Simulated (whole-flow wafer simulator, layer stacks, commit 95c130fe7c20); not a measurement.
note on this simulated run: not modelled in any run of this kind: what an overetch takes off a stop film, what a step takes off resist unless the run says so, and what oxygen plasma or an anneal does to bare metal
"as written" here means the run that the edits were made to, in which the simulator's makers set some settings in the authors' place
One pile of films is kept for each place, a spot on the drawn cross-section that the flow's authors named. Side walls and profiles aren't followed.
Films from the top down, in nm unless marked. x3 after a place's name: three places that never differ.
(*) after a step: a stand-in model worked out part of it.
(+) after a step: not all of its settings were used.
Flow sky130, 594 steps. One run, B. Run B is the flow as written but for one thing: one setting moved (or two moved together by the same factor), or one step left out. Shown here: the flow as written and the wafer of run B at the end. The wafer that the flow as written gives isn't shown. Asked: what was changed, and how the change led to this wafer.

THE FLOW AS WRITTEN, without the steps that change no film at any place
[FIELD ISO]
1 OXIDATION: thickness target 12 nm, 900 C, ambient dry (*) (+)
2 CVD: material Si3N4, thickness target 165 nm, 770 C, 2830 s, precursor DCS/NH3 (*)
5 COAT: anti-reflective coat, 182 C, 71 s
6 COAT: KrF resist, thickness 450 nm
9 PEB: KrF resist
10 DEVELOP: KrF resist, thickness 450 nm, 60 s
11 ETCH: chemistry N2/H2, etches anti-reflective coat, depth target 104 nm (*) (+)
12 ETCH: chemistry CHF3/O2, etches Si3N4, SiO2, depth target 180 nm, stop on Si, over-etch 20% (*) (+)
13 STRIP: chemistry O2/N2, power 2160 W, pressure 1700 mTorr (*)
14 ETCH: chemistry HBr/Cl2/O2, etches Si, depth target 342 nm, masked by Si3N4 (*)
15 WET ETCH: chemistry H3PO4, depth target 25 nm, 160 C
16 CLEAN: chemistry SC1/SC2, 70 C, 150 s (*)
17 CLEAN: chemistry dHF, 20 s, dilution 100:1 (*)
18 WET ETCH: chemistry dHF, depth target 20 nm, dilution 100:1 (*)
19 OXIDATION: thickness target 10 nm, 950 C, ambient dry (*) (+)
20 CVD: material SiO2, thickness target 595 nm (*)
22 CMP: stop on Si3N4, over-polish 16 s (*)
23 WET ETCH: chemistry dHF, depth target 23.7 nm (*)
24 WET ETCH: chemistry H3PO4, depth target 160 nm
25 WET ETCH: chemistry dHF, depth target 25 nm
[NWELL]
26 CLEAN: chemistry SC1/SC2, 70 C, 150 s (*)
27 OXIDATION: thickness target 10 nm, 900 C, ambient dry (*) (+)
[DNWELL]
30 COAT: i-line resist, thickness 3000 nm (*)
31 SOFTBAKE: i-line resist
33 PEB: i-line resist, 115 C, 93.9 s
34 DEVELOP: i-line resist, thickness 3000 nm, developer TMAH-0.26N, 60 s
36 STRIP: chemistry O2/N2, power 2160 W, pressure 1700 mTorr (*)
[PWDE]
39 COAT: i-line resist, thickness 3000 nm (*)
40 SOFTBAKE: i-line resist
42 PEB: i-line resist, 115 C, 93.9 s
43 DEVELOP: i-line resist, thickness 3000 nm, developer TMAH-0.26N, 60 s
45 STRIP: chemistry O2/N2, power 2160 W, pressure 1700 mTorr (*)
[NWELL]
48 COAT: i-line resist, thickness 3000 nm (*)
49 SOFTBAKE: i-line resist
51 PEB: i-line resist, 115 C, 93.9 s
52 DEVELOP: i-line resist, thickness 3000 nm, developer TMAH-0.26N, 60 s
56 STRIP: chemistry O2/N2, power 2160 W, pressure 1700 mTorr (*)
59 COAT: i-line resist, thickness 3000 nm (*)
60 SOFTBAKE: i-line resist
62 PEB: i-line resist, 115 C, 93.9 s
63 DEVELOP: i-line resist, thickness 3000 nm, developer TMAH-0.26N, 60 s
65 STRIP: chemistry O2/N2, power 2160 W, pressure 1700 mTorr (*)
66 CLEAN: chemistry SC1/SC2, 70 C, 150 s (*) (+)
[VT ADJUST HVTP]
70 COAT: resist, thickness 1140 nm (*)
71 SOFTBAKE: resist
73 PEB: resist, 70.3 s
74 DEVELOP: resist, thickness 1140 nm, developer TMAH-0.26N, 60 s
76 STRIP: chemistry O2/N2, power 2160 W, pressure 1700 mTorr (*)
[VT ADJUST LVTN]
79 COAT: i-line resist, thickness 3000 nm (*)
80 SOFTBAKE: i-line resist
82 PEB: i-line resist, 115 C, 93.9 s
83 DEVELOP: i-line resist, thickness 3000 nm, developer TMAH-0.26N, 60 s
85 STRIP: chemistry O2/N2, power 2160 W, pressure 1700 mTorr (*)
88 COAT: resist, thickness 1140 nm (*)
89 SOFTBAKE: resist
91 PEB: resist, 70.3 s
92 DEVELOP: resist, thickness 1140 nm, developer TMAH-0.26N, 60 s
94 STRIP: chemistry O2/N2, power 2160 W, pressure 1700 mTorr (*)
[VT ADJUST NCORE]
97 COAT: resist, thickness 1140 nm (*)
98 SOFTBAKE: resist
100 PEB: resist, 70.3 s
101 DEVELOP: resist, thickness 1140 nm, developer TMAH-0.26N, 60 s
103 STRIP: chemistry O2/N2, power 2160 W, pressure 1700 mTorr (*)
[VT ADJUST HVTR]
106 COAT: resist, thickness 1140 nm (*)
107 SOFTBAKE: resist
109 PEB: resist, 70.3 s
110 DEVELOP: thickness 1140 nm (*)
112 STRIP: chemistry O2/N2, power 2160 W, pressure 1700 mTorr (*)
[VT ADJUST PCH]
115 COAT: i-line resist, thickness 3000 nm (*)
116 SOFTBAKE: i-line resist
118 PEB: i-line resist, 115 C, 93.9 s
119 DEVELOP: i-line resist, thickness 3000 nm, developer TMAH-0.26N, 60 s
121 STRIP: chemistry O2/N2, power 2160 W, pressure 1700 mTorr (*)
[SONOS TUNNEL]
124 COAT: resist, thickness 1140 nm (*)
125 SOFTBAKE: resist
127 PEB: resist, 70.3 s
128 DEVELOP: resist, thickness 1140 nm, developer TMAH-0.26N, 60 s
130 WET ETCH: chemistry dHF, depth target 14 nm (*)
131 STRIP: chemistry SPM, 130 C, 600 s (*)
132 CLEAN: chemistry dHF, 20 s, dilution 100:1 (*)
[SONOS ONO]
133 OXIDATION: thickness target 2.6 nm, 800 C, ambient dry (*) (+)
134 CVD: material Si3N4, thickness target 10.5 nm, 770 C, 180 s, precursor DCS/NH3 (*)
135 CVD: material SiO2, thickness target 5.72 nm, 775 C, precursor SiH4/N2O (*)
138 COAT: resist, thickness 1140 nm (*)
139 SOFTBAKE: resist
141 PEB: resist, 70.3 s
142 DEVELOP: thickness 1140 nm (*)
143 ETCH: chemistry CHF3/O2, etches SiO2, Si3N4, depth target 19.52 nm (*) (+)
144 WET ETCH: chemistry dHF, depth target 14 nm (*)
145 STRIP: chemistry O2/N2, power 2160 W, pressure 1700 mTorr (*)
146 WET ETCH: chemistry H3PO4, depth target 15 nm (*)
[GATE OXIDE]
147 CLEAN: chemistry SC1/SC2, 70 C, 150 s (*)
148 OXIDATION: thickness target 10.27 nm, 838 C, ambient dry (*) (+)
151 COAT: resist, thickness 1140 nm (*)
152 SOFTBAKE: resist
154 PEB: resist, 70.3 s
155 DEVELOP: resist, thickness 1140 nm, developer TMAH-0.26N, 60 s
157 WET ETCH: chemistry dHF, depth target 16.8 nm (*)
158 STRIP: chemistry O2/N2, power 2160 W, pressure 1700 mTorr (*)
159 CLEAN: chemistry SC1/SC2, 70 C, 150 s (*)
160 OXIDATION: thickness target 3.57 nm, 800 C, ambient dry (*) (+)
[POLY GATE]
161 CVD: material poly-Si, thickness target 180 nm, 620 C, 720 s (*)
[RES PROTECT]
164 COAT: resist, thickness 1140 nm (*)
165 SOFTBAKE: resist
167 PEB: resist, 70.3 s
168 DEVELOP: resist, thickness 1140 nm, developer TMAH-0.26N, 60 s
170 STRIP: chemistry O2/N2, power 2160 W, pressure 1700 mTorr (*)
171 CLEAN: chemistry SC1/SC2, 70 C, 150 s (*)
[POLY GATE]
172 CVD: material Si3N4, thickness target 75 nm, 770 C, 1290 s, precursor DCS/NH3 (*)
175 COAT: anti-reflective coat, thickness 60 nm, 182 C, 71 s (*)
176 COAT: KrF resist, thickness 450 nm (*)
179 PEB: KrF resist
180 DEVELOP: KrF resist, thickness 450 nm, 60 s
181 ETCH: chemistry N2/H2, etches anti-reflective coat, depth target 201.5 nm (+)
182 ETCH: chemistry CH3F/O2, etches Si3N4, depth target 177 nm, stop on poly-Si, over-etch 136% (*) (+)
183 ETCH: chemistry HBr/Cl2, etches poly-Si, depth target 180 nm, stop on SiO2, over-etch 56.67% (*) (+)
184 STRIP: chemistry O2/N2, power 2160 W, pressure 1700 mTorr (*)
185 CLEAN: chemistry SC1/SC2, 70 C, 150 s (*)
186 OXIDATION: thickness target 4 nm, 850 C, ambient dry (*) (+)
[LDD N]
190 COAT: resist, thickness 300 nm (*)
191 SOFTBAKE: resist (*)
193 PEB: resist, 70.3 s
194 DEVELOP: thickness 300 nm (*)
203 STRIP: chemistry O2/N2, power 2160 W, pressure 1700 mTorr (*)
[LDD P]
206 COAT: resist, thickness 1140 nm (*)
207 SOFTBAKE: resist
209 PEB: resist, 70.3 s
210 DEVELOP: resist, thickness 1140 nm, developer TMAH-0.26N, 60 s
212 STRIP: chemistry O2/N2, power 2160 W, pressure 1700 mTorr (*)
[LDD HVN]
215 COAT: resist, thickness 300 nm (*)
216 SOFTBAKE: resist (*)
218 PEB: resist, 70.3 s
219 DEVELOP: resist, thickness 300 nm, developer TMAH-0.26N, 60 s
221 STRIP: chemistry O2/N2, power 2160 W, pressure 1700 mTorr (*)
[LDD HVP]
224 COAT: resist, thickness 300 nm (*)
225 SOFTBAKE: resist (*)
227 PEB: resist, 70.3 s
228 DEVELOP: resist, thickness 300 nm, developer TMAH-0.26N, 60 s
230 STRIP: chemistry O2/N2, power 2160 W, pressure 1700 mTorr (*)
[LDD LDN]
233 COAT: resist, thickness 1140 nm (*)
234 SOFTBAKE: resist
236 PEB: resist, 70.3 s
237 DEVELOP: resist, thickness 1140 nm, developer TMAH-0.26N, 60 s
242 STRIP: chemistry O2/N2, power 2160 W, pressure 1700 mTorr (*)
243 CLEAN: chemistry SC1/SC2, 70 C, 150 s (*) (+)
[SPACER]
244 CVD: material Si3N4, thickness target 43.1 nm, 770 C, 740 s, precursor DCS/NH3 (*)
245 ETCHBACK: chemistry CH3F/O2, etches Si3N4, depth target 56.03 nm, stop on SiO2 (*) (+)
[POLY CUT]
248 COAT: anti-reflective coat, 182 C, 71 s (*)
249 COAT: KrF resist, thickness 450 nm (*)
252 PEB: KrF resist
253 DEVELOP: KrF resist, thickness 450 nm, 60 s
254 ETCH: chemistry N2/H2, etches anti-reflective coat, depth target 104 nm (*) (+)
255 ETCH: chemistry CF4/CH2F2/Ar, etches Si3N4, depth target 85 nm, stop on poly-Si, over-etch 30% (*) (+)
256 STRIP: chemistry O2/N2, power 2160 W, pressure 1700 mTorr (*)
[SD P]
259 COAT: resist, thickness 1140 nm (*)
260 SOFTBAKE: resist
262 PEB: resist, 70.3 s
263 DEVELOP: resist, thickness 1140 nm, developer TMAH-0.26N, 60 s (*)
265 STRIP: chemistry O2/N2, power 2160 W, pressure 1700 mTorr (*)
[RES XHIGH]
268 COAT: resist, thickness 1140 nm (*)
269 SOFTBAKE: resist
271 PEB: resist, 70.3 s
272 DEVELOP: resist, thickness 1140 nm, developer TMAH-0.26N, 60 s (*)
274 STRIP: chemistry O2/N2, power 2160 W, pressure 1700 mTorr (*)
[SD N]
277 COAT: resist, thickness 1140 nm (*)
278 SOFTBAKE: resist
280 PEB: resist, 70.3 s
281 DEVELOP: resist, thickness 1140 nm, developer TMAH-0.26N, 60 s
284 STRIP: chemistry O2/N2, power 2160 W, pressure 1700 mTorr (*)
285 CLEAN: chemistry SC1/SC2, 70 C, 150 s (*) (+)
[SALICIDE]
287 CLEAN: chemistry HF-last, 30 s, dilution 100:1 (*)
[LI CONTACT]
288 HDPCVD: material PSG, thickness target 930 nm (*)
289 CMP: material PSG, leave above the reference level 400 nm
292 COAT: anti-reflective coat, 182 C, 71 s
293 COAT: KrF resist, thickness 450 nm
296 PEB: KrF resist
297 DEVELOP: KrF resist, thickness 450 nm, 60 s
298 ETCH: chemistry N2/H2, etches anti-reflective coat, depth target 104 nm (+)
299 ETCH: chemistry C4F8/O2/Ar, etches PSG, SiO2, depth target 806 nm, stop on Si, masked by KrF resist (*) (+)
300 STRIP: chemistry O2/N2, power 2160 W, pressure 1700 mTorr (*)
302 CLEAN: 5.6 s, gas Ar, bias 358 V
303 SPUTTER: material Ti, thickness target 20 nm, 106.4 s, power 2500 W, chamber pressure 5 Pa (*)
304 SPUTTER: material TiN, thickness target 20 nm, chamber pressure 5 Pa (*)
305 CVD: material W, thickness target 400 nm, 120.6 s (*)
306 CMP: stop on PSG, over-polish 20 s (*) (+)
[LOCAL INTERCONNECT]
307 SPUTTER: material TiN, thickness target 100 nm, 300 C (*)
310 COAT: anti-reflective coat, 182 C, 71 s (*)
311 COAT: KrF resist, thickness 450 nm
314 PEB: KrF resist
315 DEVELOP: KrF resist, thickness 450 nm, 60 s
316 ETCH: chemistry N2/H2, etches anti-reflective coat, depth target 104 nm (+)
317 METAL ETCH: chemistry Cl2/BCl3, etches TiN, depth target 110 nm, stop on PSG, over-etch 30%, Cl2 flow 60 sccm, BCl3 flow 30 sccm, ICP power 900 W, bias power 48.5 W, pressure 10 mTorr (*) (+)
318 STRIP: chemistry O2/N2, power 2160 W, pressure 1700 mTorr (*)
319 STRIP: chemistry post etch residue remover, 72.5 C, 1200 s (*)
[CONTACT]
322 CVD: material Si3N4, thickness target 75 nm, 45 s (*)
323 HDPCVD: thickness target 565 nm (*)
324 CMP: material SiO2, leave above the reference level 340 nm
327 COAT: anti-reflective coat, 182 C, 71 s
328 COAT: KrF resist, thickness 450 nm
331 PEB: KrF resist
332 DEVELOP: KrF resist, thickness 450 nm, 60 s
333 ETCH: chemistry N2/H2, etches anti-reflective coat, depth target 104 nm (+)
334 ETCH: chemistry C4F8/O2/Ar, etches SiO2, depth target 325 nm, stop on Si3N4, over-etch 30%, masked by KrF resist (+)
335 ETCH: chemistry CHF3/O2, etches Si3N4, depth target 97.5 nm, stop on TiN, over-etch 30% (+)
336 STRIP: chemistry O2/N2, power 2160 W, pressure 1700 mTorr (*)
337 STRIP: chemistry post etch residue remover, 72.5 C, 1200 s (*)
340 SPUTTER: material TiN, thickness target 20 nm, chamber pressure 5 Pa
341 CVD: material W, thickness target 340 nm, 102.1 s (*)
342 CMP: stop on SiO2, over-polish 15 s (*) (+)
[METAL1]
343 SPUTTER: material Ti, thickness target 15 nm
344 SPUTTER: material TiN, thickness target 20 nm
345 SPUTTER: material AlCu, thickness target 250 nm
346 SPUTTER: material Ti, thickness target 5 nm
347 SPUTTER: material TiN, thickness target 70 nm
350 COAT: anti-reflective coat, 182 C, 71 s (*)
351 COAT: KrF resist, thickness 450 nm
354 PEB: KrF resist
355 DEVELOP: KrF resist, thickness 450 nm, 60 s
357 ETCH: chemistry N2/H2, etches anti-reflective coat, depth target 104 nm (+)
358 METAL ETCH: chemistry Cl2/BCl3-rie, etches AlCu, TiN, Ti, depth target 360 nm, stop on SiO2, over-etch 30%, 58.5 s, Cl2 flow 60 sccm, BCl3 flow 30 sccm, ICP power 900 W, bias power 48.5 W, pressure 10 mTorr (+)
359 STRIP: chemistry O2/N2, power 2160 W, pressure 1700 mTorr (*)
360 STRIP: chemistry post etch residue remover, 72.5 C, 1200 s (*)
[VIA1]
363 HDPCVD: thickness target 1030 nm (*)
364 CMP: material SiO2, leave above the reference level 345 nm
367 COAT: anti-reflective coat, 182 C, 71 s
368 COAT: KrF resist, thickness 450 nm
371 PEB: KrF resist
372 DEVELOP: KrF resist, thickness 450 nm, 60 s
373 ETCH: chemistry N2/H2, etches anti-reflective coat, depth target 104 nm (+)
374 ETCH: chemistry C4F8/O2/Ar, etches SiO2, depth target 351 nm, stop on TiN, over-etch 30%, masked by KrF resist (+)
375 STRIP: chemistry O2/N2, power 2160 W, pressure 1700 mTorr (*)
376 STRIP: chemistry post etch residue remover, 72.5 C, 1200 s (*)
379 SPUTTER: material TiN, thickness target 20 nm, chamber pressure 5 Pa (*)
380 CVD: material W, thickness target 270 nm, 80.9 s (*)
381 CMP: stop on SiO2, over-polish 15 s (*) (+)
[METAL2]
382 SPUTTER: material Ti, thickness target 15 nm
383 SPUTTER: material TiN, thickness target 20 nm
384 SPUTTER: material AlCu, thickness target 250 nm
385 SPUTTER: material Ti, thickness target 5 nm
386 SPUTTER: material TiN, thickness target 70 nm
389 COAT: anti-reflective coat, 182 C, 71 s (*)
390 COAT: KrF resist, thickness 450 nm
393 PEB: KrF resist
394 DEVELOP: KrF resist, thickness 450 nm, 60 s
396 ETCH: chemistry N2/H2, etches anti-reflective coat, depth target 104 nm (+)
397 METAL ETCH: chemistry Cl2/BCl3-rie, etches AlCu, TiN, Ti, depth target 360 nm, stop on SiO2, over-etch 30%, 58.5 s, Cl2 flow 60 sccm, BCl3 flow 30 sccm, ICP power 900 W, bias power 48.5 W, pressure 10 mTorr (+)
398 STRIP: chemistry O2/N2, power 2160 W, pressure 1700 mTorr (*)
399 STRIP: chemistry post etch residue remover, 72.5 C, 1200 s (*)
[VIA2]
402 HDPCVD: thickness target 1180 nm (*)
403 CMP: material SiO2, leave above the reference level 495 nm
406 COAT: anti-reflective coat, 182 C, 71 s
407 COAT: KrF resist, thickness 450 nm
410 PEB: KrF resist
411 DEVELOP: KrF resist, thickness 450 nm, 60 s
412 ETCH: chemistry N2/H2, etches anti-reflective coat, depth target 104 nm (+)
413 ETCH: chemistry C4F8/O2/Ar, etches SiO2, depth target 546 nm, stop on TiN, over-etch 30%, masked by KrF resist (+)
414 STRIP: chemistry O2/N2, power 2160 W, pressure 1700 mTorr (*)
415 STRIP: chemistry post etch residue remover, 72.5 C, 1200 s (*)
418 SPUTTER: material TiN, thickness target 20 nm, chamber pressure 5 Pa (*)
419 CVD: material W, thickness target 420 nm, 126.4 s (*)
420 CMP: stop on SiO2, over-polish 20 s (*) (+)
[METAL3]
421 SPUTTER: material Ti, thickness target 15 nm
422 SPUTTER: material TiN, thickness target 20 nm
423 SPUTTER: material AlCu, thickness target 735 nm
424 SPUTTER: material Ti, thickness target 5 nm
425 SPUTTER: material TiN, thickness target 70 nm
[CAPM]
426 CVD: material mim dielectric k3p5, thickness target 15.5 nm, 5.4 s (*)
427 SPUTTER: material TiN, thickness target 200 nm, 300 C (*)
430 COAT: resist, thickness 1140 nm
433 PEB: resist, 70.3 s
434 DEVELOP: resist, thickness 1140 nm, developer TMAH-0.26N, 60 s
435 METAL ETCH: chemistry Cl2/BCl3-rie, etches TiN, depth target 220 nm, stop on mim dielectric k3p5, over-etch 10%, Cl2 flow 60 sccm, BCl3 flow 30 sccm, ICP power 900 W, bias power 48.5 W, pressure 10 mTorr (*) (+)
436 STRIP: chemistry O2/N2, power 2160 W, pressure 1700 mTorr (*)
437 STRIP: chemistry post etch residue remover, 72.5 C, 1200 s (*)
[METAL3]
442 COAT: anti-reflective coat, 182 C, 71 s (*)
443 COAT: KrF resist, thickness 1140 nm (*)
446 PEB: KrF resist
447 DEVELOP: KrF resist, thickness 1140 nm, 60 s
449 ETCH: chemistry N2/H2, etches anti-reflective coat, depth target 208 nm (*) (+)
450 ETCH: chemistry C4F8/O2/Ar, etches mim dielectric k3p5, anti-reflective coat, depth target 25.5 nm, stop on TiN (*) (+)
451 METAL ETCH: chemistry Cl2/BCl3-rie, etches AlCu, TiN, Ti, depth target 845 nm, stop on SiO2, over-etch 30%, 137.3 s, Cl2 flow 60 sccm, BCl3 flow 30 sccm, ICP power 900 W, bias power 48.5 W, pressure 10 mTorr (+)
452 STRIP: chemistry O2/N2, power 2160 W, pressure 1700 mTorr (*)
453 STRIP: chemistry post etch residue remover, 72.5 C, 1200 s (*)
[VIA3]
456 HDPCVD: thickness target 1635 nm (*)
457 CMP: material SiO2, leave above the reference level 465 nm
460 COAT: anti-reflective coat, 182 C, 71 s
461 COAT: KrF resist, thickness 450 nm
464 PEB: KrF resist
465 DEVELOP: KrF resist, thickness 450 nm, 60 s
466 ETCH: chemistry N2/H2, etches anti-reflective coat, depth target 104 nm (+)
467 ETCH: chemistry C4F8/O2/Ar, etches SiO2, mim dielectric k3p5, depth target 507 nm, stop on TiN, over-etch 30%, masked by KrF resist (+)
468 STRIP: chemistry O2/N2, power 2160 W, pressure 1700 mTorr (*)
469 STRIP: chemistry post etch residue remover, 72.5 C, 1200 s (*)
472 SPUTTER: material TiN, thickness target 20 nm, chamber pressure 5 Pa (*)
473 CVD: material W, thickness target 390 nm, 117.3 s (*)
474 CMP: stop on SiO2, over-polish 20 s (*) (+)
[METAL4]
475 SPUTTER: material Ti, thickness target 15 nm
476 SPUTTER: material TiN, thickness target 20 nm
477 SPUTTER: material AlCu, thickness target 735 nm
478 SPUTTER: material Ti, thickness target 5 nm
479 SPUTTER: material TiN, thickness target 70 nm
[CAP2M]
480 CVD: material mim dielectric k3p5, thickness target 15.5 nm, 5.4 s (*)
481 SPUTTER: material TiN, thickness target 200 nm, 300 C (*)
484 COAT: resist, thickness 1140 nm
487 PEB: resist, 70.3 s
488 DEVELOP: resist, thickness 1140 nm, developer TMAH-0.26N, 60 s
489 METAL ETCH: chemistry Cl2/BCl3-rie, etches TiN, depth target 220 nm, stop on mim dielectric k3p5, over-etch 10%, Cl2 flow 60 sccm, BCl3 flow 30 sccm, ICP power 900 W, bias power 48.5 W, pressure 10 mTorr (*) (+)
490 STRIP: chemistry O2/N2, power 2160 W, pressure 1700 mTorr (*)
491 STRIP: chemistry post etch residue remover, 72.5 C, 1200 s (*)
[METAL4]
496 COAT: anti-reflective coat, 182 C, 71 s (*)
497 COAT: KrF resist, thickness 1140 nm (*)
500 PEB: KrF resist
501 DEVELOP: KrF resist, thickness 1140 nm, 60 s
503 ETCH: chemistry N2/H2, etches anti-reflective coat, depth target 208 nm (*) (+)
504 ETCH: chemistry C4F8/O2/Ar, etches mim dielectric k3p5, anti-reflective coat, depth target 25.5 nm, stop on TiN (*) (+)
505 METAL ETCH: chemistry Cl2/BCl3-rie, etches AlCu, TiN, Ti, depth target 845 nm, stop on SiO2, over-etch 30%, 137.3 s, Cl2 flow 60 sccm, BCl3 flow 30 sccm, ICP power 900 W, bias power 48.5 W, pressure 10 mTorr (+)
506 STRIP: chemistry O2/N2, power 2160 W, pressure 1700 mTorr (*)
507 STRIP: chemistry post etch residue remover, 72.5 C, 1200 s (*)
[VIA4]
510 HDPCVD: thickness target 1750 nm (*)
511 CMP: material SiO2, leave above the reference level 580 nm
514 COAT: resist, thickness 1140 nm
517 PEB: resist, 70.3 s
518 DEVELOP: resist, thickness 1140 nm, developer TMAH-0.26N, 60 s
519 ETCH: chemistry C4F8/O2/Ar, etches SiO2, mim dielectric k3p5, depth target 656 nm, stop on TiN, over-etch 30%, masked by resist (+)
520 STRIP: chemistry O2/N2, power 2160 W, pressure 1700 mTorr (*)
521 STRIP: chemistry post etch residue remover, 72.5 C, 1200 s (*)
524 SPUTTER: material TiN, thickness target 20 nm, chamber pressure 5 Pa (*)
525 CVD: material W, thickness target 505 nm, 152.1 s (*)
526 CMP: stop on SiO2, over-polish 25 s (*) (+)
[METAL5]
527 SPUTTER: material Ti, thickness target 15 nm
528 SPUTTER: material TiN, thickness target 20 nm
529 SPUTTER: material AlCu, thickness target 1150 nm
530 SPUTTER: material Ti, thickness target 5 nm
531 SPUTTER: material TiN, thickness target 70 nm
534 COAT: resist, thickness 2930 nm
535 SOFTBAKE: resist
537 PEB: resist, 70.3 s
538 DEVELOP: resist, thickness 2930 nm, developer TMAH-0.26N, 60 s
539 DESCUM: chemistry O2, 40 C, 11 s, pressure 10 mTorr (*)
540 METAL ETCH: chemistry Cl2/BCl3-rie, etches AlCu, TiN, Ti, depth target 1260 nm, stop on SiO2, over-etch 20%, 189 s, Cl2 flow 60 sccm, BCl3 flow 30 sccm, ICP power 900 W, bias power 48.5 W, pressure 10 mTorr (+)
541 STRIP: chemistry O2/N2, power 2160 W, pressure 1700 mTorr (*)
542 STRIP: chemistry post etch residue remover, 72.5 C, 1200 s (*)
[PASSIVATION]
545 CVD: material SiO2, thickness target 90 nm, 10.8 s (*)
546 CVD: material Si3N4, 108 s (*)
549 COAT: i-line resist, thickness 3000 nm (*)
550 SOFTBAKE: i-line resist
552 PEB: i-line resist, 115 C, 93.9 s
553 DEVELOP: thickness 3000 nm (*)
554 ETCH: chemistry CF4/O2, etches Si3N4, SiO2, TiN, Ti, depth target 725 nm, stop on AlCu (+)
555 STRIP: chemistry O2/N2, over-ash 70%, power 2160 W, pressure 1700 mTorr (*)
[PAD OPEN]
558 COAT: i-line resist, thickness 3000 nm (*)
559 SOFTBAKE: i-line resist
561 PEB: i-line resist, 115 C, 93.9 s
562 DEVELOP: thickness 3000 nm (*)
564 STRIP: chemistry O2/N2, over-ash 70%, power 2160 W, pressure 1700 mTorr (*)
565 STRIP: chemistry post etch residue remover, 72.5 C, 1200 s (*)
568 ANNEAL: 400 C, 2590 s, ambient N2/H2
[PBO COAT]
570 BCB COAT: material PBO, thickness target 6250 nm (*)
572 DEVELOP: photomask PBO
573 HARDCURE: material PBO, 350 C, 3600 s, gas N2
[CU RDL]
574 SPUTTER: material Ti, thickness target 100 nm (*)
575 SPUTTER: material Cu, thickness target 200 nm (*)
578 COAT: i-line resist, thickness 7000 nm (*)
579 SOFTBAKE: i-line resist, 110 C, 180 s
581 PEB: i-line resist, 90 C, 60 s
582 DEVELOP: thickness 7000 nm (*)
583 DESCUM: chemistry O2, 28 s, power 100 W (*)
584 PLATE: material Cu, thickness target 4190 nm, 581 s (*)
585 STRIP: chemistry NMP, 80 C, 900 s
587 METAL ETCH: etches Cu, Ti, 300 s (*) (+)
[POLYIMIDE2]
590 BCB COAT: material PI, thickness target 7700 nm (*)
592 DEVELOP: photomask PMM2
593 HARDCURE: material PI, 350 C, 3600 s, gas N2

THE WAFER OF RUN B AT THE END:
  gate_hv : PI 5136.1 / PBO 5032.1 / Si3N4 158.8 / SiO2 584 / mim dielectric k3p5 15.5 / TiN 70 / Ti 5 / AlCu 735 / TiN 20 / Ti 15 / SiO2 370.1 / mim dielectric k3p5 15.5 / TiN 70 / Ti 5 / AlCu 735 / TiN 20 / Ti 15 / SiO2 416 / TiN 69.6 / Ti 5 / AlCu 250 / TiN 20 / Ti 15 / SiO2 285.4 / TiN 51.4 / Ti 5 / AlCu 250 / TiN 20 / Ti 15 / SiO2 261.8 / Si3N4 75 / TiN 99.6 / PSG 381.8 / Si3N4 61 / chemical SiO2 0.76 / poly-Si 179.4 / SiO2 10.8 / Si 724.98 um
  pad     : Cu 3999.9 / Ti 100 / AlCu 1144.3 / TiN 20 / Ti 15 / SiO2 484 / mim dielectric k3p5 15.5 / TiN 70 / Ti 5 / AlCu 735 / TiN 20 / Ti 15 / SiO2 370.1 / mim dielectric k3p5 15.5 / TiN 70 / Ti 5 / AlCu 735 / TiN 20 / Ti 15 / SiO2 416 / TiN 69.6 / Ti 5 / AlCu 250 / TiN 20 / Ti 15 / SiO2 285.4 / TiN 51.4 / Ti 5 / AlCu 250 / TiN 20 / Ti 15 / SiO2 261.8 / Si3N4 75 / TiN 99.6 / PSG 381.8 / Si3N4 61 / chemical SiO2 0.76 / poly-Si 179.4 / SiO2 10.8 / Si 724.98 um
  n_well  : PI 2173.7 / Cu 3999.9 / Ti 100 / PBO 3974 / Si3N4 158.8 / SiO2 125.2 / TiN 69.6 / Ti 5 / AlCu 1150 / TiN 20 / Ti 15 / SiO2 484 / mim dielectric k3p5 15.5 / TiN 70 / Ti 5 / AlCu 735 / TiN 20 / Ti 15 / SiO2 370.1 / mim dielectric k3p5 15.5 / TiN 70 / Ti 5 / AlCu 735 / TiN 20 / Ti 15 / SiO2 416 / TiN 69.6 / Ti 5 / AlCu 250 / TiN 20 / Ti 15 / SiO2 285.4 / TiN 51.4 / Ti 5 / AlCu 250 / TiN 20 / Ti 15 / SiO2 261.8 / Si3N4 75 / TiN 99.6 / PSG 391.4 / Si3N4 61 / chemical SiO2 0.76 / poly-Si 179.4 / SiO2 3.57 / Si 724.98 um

The cause: step 347, SPUTTER: thickness target 51.8 nm was run, where the flow has thickness target 70 nm.

How the change led to this, step by step:
  347 SPUTTER: material TiN, thickness target 70 nm
      field, active, n_well and 188 more: TiN +51.8 (new film) (as written it would be: TiN +70 (new film))
  358 METAL ETCH: chemistry Cl2/BCl3-rie, etches AlCu, TiN, Ti, depth target 360 nm, stop on SiO2, over-etch 30%, 58.5 s, Cl2 flow 60 sccm, BCl3 flow 30 sccm, ICP power 900 W, bias power 48.5 W, pressure 10 mTorr (+)
      field, active, gate and 81 more: TiN -50.5 (all of it), Ti -5 (all of it), AlCu -250 (all of it), TiN -20 (all of it), Ti -15 (all of it), SiO2 -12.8 (as written it would be: TiN -68.7 (all of it), Ti -5 (all of it), AlCu -250 (all of it), TiN -20 (all of it), Ti -15 (all of it), SiO2 -10.9)
  364 CMP: material SiO2, leave above the reference level 345 nm
      n_well, p_well, gate_hv and 100 more: SiO2 -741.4 (as written it would be: SiO2 -759.6)
      poly_licon, ndiff_licon, ndiff_licon_cpp, rpo_hd_licon: SiO2 -740.8 (as written it would be: SiO2 -759)
  374 ETCH: chemistry C4F8/O2/Ar, etches SiO2, depth target 351 nm, stop on TiN, over-etch 30%, masked by KrF resist (+)
      m1, via1_hole: SiO2 -288 (all of it) (as written it would be: SiO2 -269.8 (all of it))
  380 CVD: material W, thickness target 270 nm, 80.9 s (*)
      m1, via1_hole: W +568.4 (new film) (as written it would be: W +549.9 (new film))
